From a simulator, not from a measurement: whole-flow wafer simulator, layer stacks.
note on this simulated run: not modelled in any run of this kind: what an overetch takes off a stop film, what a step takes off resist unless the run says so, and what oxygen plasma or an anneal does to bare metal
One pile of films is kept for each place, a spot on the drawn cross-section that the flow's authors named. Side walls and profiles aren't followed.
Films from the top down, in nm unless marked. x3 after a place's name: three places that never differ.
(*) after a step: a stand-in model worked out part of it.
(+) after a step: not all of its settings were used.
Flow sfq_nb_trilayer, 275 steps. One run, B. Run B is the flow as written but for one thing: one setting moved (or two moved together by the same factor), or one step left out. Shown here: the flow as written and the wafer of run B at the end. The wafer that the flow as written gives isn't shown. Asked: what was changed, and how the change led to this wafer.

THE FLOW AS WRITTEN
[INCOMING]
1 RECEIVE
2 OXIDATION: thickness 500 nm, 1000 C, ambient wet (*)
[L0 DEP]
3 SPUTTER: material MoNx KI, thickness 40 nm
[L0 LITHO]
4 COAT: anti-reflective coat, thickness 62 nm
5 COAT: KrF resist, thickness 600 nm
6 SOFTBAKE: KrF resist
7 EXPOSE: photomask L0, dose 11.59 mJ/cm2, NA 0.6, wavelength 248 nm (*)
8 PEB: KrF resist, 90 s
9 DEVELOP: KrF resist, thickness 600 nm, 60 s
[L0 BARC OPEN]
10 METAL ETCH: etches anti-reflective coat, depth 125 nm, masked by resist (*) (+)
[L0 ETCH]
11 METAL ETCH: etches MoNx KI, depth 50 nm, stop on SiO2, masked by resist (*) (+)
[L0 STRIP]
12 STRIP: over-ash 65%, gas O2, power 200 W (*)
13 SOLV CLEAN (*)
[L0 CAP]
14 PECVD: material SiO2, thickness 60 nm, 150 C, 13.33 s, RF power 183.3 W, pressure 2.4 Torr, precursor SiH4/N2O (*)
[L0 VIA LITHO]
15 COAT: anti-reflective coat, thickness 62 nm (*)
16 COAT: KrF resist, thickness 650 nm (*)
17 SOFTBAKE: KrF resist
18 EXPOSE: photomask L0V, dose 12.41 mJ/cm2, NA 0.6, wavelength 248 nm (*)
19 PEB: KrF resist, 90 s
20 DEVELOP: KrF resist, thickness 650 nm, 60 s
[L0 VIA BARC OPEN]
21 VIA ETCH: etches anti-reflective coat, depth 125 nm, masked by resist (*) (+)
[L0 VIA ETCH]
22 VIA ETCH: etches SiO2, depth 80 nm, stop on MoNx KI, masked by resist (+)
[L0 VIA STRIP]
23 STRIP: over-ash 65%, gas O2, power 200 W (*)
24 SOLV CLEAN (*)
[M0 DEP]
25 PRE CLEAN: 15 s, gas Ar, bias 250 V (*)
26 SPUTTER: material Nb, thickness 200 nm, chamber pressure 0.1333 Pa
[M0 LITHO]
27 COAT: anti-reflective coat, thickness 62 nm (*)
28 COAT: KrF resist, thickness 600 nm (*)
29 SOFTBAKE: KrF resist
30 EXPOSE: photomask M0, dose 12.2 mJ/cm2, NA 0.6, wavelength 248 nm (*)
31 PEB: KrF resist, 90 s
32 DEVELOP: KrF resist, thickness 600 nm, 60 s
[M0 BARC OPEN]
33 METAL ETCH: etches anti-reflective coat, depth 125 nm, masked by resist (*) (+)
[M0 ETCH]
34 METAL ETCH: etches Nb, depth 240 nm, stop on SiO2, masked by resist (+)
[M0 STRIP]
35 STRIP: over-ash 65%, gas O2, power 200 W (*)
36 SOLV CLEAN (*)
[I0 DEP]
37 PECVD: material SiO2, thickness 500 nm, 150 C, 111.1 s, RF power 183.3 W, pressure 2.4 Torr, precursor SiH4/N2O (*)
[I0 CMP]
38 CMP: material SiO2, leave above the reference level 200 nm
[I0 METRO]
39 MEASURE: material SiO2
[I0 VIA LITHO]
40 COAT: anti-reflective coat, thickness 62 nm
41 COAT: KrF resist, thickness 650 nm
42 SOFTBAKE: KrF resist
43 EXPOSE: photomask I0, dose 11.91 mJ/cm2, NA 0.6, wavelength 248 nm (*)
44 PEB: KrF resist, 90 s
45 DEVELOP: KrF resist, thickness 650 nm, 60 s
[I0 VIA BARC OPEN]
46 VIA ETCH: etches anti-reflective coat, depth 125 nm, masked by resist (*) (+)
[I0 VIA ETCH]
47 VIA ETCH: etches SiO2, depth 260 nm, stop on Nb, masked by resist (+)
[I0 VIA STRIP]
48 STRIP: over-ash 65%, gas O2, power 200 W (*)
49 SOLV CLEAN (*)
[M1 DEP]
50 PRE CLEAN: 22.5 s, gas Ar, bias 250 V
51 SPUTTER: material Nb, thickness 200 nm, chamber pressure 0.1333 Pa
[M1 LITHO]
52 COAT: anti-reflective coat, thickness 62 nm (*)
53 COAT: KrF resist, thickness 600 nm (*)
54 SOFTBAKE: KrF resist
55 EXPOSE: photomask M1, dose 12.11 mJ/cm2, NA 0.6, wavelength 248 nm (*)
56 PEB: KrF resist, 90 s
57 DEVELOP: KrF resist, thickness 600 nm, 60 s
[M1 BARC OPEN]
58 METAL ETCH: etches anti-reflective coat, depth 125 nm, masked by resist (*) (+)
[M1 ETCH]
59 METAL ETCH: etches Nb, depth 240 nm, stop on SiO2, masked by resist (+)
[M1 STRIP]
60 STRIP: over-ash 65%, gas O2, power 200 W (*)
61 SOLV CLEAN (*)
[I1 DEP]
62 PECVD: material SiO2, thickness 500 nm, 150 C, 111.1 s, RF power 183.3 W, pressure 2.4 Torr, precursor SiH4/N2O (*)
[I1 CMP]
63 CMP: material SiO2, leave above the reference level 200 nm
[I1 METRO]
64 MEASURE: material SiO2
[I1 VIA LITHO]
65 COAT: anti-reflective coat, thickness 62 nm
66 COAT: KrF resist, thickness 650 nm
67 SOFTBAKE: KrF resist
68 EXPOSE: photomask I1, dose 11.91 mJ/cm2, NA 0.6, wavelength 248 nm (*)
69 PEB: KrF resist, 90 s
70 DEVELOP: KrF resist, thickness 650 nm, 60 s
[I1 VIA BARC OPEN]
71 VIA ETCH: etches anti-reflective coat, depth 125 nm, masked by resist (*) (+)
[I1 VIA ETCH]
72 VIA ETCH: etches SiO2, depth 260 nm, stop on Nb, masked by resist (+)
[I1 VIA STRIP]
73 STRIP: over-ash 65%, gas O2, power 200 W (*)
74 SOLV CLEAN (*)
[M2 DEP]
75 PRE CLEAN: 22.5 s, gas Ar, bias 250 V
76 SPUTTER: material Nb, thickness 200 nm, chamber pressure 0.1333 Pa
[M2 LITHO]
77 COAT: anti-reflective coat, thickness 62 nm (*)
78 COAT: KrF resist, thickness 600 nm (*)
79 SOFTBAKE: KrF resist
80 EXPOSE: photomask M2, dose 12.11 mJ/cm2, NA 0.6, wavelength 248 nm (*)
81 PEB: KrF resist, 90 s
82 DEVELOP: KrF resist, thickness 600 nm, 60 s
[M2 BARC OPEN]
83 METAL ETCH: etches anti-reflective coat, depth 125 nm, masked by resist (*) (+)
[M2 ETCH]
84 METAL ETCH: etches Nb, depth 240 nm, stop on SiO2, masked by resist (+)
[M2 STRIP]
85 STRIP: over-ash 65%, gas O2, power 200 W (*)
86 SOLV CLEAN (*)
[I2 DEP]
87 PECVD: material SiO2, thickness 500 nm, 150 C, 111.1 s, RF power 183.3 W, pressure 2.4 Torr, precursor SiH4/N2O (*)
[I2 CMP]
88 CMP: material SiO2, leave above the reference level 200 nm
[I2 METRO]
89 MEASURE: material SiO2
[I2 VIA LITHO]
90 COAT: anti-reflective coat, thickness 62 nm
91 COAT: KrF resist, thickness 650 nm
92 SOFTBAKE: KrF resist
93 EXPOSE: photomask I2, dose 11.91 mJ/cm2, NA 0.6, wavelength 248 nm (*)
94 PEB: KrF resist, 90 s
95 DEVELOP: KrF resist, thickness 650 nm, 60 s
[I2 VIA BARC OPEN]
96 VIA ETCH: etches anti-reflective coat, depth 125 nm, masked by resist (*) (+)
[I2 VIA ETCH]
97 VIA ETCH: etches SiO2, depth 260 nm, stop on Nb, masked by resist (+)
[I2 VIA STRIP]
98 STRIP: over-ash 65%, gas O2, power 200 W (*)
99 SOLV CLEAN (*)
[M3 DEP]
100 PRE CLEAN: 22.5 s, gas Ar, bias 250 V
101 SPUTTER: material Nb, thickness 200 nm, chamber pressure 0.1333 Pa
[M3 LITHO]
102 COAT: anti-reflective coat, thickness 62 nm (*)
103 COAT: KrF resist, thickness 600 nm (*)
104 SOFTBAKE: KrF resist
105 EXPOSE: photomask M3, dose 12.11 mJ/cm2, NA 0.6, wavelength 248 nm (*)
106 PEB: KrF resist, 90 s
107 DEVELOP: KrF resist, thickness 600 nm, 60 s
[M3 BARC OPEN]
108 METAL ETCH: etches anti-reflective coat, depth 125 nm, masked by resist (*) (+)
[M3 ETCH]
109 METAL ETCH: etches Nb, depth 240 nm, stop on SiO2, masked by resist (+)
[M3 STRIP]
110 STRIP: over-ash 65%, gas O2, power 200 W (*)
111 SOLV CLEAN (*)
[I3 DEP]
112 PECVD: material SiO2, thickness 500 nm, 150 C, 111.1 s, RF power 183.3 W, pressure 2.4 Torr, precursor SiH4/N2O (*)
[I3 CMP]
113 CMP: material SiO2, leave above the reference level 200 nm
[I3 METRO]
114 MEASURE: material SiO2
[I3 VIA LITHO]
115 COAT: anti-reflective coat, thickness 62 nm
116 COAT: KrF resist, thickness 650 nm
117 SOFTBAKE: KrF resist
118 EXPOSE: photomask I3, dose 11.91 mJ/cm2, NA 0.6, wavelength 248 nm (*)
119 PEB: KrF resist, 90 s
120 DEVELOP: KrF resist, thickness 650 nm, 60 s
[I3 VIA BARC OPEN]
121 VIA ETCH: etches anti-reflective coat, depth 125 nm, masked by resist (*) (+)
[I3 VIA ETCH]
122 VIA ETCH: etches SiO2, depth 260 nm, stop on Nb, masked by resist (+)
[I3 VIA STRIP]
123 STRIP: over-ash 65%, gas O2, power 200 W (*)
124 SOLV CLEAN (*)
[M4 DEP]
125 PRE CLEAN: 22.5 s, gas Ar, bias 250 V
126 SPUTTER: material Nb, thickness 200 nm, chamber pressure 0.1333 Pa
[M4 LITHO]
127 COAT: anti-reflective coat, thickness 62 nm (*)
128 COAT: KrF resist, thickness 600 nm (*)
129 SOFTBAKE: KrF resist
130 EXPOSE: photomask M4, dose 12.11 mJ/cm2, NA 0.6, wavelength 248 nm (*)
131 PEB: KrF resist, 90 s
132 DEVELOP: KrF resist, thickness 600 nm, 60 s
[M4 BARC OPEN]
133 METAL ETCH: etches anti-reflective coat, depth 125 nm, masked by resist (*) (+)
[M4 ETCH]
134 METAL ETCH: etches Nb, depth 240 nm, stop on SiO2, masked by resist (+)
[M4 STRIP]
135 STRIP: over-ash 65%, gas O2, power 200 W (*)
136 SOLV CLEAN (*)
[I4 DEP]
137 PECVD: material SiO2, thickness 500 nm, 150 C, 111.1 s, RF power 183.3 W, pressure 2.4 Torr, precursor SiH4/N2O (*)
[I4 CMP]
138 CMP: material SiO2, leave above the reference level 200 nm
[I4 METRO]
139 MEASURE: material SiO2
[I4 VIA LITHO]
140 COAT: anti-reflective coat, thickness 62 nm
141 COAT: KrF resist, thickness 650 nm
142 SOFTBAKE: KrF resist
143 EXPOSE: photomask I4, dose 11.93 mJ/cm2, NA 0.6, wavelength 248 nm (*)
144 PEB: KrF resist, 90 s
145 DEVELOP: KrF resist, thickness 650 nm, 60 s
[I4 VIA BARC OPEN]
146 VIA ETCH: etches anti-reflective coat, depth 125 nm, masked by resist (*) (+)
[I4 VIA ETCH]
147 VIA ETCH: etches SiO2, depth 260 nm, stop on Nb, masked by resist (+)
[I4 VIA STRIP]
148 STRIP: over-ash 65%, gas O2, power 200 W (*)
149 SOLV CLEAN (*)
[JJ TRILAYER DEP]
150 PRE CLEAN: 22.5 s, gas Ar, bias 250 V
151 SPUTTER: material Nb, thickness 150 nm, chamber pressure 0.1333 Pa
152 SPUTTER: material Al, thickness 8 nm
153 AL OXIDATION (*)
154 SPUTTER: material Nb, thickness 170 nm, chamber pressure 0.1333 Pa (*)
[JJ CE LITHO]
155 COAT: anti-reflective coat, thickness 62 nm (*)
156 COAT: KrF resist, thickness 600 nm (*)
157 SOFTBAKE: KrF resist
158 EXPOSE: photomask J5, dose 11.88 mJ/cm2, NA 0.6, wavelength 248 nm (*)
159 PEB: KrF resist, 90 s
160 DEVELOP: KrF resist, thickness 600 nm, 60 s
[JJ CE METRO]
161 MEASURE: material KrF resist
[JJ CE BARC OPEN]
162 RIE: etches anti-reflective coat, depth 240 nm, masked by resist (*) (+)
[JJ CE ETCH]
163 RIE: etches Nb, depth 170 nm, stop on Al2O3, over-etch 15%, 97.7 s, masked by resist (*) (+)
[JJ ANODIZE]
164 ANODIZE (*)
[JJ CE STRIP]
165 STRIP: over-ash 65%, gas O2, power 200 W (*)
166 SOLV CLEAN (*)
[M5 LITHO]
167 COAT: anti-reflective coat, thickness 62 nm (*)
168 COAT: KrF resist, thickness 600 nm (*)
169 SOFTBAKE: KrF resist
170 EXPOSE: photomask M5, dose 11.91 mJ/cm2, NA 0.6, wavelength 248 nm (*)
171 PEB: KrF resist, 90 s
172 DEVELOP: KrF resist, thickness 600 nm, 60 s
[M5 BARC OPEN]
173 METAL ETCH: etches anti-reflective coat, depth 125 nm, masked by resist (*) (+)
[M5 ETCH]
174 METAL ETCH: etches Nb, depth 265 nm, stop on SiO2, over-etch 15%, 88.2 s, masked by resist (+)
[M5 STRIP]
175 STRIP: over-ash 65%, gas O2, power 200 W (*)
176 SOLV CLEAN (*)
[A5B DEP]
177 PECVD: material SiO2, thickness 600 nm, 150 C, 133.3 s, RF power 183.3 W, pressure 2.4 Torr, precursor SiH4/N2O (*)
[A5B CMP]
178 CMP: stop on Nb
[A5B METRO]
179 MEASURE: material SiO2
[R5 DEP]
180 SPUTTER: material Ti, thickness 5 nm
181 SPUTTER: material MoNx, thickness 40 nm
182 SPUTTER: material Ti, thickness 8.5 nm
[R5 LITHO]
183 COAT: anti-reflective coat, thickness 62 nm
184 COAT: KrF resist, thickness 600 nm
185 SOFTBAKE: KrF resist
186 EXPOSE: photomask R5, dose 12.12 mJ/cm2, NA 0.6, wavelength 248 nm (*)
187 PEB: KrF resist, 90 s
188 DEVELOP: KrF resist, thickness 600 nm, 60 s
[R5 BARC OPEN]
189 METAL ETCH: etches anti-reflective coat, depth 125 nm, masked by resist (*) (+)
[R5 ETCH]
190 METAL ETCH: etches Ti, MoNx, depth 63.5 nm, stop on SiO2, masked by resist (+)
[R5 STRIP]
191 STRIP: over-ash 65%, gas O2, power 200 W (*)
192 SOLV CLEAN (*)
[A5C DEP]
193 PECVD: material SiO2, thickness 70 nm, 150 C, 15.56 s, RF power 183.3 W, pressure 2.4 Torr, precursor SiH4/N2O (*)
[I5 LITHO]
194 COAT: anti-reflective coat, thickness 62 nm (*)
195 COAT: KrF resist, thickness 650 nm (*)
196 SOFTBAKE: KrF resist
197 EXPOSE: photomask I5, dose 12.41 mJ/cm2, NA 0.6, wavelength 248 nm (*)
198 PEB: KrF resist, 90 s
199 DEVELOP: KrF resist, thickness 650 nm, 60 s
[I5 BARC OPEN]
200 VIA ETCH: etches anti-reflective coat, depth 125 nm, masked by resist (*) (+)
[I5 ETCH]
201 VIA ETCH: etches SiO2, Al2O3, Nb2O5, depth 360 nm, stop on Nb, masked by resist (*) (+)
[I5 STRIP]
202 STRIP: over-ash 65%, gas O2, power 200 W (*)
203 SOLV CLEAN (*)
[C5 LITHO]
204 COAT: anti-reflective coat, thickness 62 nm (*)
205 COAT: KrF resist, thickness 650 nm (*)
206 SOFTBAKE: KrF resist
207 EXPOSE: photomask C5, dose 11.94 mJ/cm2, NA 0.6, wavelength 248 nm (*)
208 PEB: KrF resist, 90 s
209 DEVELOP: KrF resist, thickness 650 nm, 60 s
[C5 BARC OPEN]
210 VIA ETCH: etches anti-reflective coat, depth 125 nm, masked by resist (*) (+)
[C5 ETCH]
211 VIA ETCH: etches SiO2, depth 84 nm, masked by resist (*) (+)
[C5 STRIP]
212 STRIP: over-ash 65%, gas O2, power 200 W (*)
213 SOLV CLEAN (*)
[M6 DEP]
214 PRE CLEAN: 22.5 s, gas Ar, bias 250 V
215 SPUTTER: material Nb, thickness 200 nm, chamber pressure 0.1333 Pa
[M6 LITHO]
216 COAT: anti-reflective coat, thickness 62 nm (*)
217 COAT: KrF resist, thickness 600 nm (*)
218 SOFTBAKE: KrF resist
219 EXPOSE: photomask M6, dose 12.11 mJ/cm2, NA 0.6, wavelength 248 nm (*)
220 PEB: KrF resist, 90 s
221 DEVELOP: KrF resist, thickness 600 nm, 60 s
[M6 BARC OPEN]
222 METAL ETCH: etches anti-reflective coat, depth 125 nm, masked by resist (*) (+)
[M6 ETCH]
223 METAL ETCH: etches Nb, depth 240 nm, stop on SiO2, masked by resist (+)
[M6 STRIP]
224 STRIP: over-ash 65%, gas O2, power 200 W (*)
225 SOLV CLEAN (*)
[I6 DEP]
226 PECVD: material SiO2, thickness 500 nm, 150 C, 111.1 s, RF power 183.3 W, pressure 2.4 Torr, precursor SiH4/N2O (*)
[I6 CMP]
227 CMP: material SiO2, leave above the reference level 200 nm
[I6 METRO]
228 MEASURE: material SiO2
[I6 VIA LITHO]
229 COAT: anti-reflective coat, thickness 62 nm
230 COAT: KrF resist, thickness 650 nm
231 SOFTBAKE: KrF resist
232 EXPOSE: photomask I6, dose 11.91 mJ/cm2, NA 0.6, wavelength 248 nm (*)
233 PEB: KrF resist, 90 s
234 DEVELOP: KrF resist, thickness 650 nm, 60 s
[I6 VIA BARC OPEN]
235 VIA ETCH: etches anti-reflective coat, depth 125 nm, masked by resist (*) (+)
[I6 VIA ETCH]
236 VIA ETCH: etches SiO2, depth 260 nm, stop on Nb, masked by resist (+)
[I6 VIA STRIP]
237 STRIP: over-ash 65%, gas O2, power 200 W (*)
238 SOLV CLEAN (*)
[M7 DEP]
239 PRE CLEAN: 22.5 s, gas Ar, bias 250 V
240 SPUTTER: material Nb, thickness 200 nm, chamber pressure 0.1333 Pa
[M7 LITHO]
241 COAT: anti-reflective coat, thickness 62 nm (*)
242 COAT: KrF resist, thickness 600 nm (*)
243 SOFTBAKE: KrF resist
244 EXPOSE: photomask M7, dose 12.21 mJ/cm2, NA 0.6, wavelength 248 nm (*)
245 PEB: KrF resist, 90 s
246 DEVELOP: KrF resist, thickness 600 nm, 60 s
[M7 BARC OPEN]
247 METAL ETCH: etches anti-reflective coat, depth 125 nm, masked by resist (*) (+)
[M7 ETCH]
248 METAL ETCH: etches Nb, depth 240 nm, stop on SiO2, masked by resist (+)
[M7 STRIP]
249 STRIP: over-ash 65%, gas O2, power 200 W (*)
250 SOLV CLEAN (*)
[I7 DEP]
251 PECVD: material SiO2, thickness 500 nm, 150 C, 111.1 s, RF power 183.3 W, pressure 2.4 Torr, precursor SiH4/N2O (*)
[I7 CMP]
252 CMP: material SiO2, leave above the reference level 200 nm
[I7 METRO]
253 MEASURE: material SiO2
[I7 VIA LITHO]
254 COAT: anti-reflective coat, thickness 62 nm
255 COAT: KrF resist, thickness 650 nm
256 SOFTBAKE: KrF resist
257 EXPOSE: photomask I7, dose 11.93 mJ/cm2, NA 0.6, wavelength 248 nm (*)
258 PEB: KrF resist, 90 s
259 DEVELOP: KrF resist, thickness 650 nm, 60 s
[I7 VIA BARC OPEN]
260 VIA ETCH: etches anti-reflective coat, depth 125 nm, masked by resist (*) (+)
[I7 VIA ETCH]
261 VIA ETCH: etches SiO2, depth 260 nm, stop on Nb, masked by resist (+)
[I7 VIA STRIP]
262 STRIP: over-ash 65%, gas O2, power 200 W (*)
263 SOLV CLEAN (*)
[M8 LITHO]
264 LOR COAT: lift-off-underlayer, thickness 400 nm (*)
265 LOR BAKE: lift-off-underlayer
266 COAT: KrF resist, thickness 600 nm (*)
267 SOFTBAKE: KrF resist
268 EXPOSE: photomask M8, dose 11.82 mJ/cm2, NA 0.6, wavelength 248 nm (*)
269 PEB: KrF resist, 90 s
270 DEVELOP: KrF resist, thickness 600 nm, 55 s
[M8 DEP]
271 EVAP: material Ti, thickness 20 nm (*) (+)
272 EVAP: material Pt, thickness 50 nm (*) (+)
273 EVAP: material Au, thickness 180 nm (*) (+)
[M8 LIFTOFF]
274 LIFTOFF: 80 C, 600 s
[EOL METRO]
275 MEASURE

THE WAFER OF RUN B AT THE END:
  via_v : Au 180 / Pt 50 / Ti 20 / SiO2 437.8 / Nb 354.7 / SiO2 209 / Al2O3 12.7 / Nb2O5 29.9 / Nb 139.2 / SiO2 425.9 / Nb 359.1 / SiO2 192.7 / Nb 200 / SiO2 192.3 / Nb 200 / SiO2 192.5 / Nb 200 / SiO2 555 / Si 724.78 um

The cause: step 72, VIA ETCH: etches SiO2, depth 260 nm, stop on Nb, masked by resist (+), was left out.

How the change led to this, step by step:
  73 STRIP: over-ash 65%, gas O2, power 200 W (*)
      field_l, v_sur, via_wl and 102 more: KrF resist -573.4 (all of it), anti-reflective coat -62 (all of it) (as written it would be: KrF resist -528.6 (all of it), anti-reflective coat -62 (all of it))
  75 PRE CLEAN: 22.5 s, gas Ar, bias 250 V
      via_v: SiO2 -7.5 (as written it would be: Nb -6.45)
  76 SPUTTER: material Nb, thickness 200 nm, chamber pressure 0.1333 Pa
      via_v: Nb +200 (new film) (as written it would be: Nb +174.5)
  77 COAT: anti-reflective coat, thickness 62 nm (*)
      via_sp: anti-reflective coat +62 (new film) (as written it would be: anti-reflective coat +53.2 (new film))
      via_v: anti-reflective coat +62.1 (new film) (as written it would be: anti-reflective coat +123.1 (new film))
      (and at 1 more place)
  78 COAT: KrF resist, thickness 600 nm (*)
      via_v: KrF resist +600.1 (new film) (as written it would be: KrF resist +733.7 (new film))
  85 STRIP: over-ash 65%, gas O2, power 200 W (*)
      via_wr: KrF resist -382.4 (all of it), anti-reflective coat -62 (all of it) (as written it would be: KrF resist -374.6 (all of it), anti-reflective coat -60.8 (all of it))
      via_sp: KrF resist -382.4 (all of it), anti-reflective coat -62 (all of it) (as written it would be: KrF resist -374.4 (all of it), anti-reflective coat -53.2 (all of it))
      (and at 2 more places)
  87 PECVD: material SiO2, thickness 500 nm, 150 C, 111.1 s, RF power 183.3 W, pressure 2.4 Torr, precursor SiH4/N2O (*)
      via_v: SiO2 +500 (new film) (as written it would be: SiO2 +606 (new film))
  88 CMP: material SiO2, leave above the reference level 200 nm
      via_v: SiO2 -299.8 (as written it would be: SiO2 -181.6)
Counting metal films that touch as one body, via_v has 7 bodies (between them, from the top down: SiO2 437.8; SiO2 209 / Al2O3 12.7 / Nb2O5 29.9; SiO2 425.9; SiO2 192.7; SiO2 192.3; SiO2 192.5); the flow as written gives 6 bodies (between them, from the top down: SiO2 437.8; SiO2 209 / Al2O3 12.7 / Nb2O5 29.9; SiO2 425.9; SiO2 416.9; SiO2 192.5).
